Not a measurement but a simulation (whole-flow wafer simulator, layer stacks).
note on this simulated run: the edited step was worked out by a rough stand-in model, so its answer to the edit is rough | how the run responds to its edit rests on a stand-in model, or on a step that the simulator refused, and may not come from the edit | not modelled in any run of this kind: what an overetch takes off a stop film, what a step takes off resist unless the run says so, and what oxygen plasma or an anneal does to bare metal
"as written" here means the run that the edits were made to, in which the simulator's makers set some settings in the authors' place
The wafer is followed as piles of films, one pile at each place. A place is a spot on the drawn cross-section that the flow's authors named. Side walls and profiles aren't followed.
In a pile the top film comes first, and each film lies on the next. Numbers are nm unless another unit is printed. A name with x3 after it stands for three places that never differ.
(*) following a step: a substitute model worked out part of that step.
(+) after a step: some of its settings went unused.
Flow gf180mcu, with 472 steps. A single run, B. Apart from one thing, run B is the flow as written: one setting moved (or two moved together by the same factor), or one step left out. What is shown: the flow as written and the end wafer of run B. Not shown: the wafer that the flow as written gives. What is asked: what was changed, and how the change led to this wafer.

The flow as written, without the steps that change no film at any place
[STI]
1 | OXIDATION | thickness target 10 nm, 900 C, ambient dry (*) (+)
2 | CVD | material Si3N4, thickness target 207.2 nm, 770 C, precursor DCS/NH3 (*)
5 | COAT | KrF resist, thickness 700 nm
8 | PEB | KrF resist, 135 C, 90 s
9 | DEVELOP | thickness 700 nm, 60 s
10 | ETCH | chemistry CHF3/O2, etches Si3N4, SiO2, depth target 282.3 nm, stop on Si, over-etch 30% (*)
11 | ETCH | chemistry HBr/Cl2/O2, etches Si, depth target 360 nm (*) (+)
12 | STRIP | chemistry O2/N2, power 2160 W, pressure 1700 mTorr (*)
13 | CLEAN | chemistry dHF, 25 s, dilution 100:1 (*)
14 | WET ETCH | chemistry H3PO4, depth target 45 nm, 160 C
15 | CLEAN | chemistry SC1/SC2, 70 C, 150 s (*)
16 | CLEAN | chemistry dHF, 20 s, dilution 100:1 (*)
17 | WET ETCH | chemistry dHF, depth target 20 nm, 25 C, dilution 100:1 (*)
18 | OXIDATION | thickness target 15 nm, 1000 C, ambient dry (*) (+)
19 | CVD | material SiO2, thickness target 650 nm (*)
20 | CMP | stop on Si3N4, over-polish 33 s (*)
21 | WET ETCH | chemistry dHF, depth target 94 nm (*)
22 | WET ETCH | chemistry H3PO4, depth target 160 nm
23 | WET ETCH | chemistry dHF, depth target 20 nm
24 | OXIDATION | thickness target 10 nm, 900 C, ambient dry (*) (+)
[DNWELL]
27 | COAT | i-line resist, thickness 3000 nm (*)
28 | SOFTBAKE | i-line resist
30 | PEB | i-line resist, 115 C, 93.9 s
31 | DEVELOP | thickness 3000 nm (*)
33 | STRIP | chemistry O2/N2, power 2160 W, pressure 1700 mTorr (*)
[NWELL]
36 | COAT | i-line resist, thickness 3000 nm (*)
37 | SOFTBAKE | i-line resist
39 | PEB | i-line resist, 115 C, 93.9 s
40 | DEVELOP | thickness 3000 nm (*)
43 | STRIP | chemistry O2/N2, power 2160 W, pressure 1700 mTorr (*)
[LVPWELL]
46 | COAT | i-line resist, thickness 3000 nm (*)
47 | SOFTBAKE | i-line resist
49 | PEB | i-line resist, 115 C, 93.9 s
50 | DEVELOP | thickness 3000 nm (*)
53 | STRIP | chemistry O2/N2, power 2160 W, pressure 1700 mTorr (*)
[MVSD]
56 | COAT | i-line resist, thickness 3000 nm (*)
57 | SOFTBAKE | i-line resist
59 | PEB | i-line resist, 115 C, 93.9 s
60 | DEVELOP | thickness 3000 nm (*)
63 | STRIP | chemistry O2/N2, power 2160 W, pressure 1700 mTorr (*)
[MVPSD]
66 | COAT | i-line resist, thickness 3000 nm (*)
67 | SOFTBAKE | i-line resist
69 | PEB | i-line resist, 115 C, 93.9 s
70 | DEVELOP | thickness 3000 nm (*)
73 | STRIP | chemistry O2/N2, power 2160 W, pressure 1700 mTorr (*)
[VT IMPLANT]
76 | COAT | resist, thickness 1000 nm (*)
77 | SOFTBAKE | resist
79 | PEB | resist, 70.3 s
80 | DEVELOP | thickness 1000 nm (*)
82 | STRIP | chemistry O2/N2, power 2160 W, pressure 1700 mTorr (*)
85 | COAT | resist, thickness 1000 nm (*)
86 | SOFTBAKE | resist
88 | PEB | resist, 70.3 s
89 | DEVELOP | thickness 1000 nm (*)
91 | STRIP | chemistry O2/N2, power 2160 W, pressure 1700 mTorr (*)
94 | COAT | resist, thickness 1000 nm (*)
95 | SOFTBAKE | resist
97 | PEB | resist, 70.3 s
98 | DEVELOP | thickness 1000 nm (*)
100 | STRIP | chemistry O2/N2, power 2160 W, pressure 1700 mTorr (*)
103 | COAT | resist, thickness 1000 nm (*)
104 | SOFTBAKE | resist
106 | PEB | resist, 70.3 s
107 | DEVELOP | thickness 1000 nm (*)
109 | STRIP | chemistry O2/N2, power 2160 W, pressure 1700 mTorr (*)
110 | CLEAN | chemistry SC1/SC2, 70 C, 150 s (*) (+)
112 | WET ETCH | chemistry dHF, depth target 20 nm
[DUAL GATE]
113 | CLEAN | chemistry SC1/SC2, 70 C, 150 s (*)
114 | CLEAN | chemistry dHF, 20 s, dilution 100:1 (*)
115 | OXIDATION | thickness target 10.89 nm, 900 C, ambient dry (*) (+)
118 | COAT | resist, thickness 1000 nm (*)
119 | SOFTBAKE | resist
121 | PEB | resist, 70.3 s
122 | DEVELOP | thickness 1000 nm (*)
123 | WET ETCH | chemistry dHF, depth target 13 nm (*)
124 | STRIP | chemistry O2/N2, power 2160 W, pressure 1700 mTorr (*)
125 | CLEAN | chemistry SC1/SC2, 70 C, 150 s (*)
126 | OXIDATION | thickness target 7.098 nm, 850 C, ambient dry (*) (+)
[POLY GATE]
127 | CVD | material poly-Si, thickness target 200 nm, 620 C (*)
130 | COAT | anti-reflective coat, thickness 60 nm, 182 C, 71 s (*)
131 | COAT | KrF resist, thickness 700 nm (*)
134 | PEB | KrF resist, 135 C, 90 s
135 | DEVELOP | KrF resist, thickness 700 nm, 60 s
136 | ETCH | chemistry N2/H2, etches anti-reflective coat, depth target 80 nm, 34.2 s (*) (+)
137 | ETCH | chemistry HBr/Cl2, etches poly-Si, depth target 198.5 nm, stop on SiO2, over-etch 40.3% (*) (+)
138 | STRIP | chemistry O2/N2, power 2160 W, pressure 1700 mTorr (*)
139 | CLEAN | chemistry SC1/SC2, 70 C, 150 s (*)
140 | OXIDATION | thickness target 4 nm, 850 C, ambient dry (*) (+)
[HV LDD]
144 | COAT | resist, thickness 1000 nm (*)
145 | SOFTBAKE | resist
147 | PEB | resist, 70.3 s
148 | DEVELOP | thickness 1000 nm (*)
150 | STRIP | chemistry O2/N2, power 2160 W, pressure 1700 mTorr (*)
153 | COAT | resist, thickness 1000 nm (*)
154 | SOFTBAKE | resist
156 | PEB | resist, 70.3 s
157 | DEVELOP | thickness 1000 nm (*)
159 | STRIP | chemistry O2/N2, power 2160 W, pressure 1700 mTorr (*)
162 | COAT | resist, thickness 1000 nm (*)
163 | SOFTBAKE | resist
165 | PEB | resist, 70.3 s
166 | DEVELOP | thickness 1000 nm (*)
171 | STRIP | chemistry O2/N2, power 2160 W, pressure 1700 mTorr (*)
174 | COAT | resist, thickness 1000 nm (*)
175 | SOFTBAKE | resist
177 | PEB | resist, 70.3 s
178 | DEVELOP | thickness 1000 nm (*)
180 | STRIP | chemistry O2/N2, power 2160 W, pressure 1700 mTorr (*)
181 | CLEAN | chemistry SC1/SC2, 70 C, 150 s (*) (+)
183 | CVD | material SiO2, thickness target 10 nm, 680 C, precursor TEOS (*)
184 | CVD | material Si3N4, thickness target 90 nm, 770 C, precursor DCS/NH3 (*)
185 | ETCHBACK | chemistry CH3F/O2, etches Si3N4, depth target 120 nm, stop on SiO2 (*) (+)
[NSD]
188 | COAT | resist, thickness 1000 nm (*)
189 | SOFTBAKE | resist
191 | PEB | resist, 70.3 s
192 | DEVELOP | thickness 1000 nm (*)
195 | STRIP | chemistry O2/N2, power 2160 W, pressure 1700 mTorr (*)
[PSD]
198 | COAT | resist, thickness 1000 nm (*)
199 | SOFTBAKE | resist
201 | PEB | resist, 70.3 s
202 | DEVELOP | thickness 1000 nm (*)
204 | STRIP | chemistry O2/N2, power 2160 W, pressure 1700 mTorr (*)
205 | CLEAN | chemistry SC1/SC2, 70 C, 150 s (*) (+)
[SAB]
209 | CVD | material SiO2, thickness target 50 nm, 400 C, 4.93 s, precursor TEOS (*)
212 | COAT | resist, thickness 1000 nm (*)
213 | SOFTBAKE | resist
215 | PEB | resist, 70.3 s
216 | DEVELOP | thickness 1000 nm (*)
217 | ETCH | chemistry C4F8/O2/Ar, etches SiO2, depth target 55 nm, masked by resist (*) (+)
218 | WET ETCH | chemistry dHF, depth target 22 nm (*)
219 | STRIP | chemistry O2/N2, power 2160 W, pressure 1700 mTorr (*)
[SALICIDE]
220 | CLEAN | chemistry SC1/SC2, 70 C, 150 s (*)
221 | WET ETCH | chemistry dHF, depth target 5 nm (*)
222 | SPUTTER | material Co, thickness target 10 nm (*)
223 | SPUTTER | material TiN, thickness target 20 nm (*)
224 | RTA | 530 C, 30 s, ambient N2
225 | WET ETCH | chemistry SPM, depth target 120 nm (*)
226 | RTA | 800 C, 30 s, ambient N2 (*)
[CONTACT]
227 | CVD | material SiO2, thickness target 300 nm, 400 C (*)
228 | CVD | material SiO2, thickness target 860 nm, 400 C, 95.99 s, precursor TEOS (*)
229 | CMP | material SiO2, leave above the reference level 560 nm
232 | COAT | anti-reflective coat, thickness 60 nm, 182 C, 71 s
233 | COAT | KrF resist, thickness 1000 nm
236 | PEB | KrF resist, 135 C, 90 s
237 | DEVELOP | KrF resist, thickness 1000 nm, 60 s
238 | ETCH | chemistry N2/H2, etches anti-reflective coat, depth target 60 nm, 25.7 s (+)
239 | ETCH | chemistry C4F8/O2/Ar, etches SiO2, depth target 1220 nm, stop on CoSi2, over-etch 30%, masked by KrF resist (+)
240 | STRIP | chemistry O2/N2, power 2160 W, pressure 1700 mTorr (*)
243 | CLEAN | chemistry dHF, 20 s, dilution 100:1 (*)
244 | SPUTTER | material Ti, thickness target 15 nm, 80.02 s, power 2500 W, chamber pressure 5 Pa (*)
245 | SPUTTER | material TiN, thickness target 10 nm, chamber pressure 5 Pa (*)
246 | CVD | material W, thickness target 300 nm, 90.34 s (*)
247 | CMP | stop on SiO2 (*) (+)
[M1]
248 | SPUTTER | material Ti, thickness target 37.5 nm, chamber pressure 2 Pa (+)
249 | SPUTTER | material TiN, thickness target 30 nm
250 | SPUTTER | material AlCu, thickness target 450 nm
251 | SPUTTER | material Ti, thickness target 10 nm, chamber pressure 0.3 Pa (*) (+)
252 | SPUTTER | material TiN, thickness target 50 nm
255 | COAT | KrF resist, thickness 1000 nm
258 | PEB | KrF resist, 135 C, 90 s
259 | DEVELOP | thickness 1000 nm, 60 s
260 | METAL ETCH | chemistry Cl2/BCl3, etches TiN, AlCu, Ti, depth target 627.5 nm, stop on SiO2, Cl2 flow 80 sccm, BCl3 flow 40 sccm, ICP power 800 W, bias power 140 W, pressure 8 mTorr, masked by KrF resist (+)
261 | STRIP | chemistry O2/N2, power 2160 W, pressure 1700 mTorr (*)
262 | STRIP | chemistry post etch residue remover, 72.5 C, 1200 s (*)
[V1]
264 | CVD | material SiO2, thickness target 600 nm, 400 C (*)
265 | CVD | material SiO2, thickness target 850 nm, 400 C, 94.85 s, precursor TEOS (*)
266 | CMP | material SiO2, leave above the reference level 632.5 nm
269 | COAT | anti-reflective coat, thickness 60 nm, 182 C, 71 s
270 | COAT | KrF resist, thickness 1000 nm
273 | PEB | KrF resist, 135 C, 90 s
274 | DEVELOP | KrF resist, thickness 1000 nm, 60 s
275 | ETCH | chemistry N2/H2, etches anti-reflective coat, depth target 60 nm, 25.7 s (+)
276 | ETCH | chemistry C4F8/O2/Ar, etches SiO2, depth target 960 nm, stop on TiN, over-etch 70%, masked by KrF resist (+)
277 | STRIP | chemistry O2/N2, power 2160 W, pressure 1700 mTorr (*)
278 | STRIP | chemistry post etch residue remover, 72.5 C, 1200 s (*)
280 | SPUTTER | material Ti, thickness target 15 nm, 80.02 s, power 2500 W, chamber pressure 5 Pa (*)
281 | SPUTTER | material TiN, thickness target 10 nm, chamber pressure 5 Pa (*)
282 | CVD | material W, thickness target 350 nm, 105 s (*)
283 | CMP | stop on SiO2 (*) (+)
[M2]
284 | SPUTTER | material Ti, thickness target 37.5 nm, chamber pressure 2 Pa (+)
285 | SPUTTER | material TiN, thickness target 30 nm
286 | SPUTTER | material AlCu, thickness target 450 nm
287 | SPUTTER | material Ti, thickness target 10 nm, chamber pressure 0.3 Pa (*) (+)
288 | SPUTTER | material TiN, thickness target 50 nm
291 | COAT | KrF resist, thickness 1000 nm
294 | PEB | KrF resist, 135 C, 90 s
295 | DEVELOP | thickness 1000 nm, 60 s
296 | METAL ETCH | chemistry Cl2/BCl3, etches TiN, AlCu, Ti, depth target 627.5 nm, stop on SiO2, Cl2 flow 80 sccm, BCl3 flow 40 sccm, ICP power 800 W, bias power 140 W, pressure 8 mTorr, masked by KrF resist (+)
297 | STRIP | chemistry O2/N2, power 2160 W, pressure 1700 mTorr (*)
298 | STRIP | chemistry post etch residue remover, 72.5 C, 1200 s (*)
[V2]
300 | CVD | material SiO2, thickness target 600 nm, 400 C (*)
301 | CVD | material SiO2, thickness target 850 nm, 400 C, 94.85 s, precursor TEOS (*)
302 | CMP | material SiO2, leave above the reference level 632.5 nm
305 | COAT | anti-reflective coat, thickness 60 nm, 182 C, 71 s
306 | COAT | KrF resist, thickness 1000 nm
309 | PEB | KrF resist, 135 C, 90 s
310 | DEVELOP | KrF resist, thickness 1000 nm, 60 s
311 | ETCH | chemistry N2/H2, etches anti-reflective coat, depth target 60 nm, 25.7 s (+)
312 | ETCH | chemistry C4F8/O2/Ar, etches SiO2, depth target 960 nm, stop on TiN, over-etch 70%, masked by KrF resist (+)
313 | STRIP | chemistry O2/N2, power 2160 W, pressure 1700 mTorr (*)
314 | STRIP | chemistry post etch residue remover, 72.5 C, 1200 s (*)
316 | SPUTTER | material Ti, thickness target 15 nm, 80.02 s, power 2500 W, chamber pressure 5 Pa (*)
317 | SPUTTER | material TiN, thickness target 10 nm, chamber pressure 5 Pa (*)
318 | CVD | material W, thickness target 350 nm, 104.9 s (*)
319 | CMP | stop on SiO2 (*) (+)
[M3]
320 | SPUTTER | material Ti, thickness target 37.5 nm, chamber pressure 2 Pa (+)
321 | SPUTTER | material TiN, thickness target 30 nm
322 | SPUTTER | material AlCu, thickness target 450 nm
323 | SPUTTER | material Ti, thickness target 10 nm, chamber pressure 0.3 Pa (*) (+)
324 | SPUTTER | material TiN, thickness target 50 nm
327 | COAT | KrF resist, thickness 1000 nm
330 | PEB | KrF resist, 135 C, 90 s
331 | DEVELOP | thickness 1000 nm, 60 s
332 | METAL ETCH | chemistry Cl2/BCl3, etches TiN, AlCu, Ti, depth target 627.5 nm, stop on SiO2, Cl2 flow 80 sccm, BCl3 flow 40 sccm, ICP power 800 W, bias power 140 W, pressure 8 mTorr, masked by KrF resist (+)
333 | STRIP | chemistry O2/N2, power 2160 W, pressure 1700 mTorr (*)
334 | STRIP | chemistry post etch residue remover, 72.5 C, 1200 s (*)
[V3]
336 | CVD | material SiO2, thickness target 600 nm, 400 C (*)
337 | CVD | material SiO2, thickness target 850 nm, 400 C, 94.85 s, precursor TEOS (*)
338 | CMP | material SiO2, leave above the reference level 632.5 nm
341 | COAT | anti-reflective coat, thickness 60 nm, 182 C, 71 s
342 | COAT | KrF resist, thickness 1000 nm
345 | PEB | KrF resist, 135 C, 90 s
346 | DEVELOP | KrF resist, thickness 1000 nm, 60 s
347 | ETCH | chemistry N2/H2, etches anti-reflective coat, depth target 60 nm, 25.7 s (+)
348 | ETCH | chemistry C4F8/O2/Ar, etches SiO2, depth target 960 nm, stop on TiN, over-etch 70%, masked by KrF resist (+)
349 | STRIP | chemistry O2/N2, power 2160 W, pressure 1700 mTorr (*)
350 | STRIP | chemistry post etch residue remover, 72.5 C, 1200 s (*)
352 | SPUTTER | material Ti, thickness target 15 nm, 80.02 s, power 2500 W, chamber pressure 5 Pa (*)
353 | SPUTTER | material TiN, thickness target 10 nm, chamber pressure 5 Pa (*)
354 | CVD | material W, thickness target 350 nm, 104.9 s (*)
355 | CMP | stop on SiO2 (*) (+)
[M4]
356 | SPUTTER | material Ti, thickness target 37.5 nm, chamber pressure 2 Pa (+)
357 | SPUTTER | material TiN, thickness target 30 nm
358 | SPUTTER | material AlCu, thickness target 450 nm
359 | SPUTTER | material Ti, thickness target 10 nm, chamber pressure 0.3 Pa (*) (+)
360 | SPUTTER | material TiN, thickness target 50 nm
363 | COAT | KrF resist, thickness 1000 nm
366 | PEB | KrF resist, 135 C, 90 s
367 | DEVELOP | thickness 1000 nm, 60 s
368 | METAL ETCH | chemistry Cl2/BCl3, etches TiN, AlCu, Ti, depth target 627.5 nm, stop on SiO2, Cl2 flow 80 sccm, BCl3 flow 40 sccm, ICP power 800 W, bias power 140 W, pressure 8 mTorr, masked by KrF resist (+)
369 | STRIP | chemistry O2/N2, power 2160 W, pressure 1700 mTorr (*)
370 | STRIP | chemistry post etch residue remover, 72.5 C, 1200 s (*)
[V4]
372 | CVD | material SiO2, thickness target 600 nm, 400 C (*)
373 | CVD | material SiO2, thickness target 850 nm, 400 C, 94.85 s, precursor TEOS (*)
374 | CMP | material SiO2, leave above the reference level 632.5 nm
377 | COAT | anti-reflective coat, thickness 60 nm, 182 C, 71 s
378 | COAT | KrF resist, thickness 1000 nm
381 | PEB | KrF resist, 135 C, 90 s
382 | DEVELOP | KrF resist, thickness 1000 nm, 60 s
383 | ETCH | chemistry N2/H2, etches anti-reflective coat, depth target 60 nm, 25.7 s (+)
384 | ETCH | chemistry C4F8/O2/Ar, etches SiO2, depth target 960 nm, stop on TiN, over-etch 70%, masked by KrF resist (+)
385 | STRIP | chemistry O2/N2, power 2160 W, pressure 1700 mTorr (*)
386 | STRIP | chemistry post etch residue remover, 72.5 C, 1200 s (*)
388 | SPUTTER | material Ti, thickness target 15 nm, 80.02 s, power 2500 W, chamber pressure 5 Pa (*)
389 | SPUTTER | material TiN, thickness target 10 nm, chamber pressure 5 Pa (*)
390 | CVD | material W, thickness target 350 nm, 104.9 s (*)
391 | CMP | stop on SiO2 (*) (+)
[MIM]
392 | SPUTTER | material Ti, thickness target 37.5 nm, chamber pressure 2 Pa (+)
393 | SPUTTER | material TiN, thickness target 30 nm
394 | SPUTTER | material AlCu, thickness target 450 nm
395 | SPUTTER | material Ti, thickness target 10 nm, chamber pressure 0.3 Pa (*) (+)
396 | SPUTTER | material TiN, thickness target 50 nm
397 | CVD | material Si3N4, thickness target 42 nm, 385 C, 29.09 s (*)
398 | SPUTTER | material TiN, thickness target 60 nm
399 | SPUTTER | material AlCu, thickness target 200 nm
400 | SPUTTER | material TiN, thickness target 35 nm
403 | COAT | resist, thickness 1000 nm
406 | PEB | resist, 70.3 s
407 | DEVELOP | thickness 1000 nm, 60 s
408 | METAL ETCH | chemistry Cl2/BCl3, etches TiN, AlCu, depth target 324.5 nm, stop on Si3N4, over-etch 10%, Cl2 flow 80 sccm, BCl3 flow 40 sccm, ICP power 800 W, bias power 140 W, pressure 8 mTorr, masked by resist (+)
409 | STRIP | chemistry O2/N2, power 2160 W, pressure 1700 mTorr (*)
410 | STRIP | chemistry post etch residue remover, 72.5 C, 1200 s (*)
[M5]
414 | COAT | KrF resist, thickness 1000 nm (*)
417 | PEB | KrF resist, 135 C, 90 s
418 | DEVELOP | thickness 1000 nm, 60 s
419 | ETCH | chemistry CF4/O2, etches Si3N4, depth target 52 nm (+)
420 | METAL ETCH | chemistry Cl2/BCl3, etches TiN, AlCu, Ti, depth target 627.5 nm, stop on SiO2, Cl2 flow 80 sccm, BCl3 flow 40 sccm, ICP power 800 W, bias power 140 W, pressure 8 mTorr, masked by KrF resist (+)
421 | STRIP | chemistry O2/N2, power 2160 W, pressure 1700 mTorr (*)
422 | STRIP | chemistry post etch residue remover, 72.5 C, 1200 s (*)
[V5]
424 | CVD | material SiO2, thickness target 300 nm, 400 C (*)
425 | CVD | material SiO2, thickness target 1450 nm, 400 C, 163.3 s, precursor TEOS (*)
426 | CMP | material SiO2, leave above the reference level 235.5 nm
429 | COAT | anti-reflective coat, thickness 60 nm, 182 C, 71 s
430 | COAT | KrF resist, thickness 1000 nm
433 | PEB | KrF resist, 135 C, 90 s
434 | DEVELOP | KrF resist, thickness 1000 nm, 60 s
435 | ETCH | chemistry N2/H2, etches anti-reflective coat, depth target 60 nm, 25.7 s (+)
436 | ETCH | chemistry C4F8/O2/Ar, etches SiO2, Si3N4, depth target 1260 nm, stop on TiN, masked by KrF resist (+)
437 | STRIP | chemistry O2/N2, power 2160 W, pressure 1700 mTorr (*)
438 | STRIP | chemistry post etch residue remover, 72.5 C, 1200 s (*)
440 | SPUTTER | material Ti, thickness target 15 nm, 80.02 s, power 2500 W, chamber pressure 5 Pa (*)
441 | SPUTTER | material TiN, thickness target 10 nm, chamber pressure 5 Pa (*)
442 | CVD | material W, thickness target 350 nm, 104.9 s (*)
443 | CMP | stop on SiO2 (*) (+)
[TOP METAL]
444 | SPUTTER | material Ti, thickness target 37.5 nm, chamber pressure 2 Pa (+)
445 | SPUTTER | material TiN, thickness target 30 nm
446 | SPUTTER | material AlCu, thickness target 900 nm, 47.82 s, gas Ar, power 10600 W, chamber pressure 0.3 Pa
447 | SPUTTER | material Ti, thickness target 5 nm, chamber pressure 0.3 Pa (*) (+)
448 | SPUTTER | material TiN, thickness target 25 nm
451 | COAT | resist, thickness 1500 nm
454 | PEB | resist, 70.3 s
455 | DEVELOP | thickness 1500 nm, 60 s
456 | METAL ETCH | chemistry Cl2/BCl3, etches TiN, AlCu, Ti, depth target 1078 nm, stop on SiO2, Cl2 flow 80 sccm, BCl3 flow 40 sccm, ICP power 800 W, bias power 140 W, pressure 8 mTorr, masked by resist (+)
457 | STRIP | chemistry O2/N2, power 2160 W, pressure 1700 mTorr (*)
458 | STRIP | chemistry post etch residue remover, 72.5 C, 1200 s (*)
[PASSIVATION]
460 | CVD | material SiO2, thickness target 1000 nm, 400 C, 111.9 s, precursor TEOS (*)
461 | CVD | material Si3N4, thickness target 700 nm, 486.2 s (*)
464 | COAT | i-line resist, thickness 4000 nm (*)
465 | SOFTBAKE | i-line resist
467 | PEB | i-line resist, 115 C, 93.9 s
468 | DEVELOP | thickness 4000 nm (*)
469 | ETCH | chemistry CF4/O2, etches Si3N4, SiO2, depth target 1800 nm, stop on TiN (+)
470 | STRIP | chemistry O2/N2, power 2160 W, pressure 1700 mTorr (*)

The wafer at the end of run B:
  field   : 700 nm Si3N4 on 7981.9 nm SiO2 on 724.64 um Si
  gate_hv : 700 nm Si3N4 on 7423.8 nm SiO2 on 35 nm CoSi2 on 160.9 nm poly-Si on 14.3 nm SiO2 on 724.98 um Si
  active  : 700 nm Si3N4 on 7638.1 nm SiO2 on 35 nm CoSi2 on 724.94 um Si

The reason: step 460, CVD: thickness target 750 nm was run, whereas the flow has thickness target 1000 nm; step 460, CVD: 83.96 s was run, where the flow has 111.9 s.

The path from the change to this, step by step:
  460 | CVD | material SiO2, thickness target 1000 nm, 400 C, 111.9 s, precursor TEOS (*)
      field, field__w1, field__w2 and 103 more: +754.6 SiO2 (as written it would have been: +1000 SiO2)
      field__w8, contact, m1, m1__w1, pad, m1_nw: +754.6 SiO2 (new film) (as written it would have been: +1000 SiO2 (new film))
  465 | SOFTBAKE | i-line resist
      gate: -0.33 i-line resist (as written it would have been: +1.79 i-line resist)
      ld_acc_p, ld_fp_p, ld_drift_p: +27 i-line resist (as written it would have been: +33.8 i-line resist)
      (and at 57 other places as well)
  469 | ETCH | chemistry CF4/O2, etches Si3N4, SiO2, depth target 1800 nm, stop on TiN (+)
      pad: -700 Si3N4 (all of it), -754.6 SiO2 (all of it) (as written it would have been: -700 Si3N4 (all of it), -1000 SiO2 (all of it))
